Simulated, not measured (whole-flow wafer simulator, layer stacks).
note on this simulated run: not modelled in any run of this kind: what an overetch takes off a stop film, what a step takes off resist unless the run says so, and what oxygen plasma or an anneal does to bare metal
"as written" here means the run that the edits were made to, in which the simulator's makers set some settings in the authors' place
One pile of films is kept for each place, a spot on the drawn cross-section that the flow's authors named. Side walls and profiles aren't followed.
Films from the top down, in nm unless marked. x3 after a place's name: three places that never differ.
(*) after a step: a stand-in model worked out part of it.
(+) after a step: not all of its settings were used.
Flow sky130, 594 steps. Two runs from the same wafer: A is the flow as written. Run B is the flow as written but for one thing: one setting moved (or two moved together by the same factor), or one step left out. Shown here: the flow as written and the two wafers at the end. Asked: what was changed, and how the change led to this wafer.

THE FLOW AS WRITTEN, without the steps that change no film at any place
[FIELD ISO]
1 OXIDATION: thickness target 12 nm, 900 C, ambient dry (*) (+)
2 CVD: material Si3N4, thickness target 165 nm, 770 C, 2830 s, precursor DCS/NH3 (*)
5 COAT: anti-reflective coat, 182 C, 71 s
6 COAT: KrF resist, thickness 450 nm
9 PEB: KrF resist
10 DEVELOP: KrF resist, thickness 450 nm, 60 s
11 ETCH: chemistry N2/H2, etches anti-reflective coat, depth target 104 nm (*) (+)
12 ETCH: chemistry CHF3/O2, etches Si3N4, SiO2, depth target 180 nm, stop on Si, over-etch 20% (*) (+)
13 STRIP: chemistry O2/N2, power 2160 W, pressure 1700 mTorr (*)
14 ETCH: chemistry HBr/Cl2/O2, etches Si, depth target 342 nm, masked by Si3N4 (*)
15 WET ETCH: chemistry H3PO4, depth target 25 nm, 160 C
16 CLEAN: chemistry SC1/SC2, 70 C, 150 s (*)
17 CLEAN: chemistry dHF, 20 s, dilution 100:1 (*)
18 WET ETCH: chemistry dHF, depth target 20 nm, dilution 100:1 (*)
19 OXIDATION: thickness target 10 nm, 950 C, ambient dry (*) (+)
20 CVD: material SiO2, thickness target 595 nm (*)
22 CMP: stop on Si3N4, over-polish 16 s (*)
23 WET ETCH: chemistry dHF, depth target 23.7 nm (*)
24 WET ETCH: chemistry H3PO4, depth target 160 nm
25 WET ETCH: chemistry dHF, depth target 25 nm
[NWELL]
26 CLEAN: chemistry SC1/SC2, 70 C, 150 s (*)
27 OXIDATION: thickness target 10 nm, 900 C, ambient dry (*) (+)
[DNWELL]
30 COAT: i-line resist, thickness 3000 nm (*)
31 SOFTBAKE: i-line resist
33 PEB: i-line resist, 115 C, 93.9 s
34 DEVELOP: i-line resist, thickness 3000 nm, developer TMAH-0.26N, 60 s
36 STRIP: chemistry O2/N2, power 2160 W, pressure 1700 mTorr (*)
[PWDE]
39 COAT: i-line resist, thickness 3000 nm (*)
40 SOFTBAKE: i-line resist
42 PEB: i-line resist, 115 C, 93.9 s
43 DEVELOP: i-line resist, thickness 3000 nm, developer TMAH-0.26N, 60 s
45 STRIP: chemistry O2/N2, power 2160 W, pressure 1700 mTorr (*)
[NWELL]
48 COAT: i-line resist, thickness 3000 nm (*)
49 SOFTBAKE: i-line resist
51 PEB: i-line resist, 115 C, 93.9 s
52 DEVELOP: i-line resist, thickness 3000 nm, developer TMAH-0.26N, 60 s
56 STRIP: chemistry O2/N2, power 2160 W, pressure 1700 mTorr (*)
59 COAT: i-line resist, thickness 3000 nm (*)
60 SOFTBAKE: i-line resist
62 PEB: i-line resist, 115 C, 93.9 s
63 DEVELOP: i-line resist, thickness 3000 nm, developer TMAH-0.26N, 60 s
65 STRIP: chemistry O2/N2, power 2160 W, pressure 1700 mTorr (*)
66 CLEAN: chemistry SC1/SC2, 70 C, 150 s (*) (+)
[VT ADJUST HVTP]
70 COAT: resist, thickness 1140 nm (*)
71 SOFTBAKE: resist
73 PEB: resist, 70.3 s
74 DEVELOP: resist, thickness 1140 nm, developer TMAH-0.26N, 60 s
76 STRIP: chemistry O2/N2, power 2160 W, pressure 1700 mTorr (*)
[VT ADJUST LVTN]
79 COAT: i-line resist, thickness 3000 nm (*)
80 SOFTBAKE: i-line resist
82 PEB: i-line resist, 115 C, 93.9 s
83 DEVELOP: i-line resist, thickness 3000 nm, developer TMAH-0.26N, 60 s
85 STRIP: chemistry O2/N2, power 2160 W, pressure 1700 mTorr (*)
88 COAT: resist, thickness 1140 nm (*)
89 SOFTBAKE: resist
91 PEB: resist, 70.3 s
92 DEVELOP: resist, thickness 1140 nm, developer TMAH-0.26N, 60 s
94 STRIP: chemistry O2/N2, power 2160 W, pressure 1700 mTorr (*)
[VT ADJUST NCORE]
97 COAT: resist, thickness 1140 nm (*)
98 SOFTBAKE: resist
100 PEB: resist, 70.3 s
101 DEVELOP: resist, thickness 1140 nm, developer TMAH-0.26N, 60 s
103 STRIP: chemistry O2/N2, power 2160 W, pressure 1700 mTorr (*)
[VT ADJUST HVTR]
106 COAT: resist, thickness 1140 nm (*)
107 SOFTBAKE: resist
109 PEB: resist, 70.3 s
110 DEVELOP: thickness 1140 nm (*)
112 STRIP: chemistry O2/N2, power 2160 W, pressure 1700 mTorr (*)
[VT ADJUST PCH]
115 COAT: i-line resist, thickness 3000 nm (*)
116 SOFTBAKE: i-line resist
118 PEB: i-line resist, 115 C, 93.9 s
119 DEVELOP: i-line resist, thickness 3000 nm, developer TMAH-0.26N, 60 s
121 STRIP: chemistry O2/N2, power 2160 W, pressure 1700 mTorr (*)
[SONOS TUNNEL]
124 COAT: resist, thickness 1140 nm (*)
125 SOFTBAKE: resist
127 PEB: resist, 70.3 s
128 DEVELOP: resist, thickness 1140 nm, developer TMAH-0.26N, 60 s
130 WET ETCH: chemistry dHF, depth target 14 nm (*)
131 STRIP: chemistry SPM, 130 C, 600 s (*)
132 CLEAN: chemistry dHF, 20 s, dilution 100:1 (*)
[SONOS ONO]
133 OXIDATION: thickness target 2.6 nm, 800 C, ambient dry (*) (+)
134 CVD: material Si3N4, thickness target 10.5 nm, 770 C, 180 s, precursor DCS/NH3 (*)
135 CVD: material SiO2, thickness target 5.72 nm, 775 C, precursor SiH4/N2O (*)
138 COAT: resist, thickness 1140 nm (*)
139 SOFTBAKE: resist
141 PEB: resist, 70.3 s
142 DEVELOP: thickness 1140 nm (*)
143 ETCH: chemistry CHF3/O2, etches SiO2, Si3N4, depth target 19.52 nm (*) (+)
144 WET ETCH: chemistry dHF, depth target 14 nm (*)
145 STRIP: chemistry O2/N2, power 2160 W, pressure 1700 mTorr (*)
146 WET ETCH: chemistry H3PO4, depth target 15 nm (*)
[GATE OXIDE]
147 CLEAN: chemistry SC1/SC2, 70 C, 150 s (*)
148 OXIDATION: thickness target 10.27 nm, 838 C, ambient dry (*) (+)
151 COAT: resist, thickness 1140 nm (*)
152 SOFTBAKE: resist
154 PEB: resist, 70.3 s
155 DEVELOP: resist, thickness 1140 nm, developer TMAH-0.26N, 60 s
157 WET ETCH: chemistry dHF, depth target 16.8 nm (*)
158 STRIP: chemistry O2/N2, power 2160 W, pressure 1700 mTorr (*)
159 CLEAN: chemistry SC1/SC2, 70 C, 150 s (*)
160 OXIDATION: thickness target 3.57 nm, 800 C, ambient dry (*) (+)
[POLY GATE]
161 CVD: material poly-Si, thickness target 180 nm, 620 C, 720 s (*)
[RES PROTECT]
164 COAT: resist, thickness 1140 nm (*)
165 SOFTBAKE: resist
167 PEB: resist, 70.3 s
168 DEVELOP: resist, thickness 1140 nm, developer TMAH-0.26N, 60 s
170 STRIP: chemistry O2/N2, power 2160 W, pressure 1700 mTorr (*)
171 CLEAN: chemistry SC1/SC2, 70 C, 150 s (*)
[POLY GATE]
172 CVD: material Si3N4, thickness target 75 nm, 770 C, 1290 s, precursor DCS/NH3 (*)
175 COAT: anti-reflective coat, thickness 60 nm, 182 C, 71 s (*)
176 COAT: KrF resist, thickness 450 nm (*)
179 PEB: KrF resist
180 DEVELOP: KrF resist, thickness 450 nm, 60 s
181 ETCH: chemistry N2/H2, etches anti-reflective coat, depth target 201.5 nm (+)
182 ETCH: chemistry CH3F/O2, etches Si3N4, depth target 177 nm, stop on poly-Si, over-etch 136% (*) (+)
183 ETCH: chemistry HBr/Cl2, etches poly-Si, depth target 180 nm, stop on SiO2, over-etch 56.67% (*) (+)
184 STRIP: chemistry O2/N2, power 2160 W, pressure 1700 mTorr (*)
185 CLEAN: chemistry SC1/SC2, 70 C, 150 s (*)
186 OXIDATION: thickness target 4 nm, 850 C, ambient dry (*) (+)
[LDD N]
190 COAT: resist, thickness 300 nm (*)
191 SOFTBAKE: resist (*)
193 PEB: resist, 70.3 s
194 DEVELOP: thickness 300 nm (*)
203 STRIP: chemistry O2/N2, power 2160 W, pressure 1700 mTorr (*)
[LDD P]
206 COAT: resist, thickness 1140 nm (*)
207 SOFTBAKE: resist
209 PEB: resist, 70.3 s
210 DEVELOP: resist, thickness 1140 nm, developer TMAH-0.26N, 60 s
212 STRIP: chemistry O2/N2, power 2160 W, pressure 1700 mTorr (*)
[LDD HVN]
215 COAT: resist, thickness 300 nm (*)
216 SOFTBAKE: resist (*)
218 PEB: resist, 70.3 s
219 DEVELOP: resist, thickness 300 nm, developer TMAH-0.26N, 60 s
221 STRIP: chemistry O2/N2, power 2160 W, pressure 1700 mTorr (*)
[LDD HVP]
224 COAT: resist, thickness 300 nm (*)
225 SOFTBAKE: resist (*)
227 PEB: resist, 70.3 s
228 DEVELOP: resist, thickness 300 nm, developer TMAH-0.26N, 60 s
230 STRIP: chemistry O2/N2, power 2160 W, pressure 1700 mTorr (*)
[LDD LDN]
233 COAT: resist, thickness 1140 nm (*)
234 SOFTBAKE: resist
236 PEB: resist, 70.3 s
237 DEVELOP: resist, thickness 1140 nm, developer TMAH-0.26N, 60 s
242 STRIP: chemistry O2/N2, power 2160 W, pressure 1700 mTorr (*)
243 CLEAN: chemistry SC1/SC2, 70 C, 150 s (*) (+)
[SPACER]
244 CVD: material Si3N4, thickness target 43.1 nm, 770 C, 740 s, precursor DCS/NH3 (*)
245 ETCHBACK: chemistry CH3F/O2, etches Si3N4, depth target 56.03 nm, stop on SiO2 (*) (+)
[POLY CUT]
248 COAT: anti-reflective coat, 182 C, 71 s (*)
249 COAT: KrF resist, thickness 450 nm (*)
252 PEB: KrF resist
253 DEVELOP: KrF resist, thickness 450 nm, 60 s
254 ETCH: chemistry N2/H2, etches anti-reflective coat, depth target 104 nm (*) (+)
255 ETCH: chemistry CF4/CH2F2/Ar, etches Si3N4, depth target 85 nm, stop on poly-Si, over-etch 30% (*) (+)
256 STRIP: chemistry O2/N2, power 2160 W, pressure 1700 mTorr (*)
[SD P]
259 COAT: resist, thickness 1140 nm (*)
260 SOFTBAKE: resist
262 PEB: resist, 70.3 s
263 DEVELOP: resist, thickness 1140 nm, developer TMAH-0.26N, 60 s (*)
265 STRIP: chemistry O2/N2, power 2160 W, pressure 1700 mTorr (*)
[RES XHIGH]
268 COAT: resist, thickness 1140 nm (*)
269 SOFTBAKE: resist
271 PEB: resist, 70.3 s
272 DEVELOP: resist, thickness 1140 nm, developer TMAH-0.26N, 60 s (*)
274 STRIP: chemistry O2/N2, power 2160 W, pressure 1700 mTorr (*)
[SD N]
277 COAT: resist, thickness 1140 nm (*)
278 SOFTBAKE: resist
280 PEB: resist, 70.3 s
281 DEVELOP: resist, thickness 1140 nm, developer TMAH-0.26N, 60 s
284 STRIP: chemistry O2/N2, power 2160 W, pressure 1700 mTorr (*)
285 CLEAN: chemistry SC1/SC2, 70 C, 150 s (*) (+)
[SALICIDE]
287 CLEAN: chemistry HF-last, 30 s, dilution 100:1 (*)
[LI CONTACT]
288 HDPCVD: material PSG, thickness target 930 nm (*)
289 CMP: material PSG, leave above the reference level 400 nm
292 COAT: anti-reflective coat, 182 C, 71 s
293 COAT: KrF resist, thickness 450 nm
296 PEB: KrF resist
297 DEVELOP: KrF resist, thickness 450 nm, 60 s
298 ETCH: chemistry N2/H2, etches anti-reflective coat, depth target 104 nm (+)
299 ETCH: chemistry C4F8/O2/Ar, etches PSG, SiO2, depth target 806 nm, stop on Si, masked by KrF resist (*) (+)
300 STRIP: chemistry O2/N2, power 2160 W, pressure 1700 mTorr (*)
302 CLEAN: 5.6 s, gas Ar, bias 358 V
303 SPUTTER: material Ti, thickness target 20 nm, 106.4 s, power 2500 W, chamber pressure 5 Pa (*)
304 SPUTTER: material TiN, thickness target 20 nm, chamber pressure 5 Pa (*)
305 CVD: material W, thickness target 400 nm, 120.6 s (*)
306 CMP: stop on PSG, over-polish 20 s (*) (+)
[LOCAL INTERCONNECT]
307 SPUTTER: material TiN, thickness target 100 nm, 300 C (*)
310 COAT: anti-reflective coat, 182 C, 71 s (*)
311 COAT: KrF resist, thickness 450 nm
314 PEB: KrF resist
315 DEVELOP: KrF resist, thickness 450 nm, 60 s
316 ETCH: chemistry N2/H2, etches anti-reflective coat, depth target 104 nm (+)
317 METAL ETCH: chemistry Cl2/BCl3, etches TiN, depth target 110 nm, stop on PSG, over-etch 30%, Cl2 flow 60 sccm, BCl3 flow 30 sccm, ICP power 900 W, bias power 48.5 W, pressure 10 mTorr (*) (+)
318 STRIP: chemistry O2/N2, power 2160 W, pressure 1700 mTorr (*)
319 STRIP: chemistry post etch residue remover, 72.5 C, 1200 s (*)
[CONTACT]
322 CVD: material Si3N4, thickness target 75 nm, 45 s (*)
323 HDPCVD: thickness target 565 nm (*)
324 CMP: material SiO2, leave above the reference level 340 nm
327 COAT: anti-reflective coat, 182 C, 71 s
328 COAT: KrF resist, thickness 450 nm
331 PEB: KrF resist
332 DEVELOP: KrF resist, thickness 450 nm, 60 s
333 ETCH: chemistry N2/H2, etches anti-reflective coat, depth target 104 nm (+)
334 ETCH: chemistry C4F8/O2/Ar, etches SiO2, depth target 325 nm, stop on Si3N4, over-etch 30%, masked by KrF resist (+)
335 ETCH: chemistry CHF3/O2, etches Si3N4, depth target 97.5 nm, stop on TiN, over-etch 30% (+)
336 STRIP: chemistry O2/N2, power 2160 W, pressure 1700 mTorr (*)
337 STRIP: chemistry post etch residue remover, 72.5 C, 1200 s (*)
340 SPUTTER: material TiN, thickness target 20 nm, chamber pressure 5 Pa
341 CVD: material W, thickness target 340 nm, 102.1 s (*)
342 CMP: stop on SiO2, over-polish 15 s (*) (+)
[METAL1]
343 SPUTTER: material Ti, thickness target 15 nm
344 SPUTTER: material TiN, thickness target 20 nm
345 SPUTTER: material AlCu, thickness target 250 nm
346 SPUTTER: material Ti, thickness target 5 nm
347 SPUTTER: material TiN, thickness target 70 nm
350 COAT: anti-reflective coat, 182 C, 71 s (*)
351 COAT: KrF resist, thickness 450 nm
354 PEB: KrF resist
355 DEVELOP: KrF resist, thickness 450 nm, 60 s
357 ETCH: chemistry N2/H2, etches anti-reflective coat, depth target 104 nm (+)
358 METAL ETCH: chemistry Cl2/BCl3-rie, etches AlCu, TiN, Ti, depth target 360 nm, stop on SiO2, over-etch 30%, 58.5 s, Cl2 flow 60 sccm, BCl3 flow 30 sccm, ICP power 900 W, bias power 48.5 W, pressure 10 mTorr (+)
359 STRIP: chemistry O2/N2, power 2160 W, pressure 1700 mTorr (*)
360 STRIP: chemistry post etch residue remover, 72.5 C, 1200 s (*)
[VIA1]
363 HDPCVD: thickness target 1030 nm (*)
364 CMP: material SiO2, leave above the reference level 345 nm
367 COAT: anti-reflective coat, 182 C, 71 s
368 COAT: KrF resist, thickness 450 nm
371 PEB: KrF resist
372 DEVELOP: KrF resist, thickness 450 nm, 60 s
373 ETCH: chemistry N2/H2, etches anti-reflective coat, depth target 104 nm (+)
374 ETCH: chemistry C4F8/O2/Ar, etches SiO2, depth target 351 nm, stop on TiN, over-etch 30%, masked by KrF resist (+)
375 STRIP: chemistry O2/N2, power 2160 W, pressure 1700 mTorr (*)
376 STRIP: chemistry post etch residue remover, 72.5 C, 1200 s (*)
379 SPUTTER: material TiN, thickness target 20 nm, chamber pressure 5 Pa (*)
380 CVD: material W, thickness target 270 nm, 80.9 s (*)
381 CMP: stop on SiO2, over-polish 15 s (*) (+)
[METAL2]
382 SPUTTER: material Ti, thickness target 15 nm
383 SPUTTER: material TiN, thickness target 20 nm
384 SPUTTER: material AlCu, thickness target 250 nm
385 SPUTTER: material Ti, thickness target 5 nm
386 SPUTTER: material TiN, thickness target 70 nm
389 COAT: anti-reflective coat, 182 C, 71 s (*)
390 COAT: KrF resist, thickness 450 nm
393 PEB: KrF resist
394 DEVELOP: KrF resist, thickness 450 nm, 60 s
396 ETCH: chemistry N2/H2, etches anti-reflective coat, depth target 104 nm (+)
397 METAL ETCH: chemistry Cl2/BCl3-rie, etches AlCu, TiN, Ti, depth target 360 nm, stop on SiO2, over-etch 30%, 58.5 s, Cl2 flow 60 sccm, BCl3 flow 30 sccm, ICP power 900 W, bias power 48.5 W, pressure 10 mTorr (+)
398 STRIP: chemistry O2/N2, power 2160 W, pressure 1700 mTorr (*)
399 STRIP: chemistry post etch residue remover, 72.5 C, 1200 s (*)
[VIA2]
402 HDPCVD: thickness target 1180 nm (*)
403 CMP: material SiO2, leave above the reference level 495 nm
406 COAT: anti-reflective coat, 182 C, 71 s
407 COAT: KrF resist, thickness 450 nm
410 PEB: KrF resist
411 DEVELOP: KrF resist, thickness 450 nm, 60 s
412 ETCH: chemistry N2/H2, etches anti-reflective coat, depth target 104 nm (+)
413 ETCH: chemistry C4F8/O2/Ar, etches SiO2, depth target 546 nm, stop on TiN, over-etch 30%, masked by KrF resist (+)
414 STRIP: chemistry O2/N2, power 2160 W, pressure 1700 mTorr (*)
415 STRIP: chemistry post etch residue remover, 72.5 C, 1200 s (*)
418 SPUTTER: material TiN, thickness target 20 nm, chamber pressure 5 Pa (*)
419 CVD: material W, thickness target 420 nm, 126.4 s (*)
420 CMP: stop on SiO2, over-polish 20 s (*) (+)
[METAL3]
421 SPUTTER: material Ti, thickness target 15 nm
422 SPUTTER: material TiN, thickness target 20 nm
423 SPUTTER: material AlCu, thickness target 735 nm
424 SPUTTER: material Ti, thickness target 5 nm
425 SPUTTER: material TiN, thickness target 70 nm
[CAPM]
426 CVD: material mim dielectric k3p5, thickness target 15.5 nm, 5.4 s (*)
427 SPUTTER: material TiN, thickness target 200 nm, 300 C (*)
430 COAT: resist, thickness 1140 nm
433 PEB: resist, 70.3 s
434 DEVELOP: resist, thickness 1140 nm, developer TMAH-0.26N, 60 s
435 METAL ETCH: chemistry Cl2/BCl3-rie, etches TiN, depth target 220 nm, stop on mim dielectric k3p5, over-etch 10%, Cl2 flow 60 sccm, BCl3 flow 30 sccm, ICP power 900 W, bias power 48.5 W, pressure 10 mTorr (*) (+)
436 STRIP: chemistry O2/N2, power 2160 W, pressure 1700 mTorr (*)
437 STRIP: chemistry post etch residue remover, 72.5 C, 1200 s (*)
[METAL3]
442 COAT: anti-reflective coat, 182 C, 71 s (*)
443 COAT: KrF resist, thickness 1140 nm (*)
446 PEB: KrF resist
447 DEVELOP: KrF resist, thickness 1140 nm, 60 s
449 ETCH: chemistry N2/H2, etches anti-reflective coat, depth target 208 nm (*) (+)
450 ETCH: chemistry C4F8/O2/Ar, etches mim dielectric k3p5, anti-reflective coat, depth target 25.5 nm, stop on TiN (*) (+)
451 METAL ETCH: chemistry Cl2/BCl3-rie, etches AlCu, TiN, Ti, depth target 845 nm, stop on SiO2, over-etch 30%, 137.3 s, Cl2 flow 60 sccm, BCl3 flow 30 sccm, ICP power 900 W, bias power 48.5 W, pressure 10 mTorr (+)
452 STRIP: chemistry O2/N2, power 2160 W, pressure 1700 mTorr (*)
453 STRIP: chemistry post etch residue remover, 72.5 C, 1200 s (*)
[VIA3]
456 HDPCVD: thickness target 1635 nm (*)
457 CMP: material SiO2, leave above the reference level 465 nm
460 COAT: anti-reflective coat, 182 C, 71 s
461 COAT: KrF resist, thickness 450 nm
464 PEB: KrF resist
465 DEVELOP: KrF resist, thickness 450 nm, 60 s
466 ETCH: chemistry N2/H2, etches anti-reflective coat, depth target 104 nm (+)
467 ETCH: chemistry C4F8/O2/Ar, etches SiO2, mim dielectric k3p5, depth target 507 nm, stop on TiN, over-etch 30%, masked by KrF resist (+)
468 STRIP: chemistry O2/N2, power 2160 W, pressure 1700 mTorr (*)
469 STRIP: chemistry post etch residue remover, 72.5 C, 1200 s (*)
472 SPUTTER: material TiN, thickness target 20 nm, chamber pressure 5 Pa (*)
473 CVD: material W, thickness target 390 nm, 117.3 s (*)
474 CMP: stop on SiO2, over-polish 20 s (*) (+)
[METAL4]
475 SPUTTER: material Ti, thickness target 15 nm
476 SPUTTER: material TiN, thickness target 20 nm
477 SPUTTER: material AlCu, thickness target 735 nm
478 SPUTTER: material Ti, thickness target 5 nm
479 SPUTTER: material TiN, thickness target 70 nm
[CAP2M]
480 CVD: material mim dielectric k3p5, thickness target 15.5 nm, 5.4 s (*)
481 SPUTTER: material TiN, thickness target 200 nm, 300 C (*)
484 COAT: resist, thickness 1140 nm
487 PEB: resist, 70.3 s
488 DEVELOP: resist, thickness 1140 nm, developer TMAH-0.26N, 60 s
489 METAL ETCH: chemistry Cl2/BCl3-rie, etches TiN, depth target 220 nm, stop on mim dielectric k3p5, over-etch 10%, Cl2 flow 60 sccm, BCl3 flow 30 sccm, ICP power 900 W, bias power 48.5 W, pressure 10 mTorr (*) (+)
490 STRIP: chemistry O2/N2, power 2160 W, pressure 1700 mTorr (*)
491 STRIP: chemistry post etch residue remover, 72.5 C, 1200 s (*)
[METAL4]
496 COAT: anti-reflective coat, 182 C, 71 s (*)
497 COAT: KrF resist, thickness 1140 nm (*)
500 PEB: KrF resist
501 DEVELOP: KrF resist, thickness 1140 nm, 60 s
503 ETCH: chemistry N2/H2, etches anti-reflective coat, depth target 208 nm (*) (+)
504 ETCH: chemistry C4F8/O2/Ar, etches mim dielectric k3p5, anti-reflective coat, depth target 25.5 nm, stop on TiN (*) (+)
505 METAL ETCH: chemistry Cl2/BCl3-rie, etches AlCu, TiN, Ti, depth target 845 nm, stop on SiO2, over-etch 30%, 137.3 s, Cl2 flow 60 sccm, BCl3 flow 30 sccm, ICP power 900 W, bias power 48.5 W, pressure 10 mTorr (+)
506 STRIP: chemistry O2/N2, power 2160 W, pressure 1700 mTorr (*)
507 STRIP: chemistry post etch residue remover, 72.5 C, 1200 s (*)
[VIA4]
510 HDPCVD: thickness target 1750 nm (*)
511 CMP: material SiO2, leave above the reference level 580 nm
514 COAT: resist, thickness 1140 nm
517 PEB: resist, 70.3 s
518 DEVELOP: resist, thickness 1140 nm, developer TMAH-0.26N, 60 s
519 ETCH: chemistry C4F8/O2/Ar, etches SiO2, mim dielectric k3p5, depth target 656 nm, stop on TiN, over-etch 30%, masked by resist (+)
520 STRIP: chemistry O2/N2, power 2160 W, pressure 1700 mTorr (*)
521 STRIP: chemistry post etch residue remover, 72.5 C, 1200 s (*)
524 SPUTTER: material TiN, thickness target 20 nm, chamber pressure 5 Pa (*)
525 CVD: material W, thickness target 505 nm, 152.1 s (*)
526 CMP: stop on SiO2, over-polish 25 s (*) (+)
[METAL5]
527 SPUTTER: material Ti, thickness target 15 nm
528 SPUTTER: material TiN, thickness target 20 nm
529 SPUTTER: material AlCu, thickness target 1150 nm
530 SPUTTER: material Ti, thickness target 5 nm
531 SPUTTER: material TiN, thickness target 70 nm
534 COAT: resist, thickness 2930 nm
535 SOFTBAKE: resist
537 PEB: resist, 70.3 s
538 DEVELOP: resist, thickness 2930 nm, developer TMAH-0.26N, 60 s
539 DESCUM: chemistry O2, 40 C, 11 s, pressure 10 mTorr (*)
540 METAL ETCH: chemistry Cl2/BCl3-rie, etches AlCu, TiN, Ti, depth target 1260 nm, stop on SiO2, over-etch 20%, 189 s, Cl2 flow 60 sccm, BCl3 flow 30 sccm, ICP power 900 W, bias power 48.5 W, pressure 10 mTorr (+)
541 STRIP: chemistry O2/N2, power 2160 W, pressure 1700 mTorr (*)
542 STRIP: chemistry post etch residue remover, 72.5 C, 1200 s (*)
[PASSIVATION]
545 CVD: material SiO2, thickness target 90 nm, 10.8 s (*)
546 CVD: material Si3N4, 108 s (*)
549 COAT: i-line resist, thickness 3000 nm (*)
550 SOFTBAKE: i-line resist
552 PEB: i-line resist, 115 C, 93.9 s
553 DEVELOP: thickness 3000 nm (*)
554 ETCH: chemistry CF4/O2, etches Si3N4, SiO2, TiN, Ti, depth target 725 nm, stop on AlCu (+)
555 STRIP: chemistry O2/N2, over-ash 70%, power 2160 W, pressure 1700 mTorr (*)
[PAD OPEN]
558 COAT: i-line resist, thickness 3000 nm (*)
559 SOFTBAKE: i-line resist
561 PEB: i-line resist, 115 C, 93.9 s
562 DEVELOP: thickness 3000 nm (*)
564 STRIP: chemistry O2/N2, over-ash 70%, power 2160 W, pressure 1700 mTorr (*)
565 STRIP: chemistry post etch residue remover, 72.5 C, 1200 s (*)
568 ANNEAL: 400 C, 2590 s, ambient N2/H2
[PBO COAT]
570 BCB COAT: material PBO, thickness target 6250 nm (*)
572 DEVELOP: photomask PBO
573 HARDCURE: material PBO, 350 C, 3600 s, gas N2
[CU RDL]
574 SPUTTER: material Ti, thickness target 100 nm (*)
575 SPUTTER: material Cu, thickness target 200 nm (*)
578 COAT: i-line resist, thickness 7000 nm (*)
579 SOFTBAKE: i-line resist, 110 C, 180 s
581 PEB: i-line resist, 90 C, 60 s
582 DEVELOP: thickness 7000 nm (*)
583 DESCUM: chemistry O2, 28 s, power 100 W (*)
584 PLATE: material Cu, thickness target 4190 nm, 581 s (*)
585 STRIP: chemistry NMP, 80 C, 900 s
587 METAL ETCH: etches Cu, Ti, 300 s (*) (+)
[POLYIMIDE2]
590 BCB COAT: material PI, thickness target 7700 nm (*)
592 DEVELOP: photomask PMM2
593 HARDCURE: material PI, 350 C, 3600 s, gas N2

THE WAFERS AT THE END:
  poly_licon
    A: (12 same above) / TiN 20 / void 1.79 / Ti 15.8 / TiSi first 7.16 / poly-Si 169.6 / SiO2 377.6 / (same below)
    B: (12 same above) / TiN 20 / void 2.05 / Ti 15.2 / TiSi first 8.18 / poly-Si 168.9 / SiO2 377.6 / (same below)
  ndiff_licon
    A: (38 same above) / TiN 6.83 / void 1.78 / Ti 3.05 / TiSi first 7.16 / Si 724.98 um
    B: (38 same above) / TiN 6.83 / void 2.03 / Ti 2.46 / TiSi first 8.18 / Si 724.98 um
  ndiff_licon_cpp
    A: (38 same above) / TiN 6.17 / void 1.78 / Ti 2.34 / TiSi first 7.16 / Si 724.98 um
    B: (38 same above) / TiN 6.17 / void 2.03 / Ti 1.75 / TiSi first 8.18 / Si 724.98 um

The cause: step 568, ANNEAL: 3756 s was run, where the flow has 2590 s.

How the change led to this, step by step:
  568 ANNEAL: 400 C, 2590 s, ambient N2/H2
      poly_licon, rpo_hd_licon: A under 11 films: void +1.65 (new film), Ti -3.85, TiSi first +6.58 (new film), poly-Si -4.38 | B under 11 films: void +1.92 (new film), Ti -4.49, TiSi first +7.67 (new film), poly-Si -5.11
      ndiff_licon, ndiff_licon_cpp: A under 37 films: void +1.63 (new film), Ti -3.85, TiSi first +6.58 (new film), Si -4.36 | B under 37 films: void +1.9 (new film), Ti -4.49, TiSi first +7.67 (new film), Si -5.09
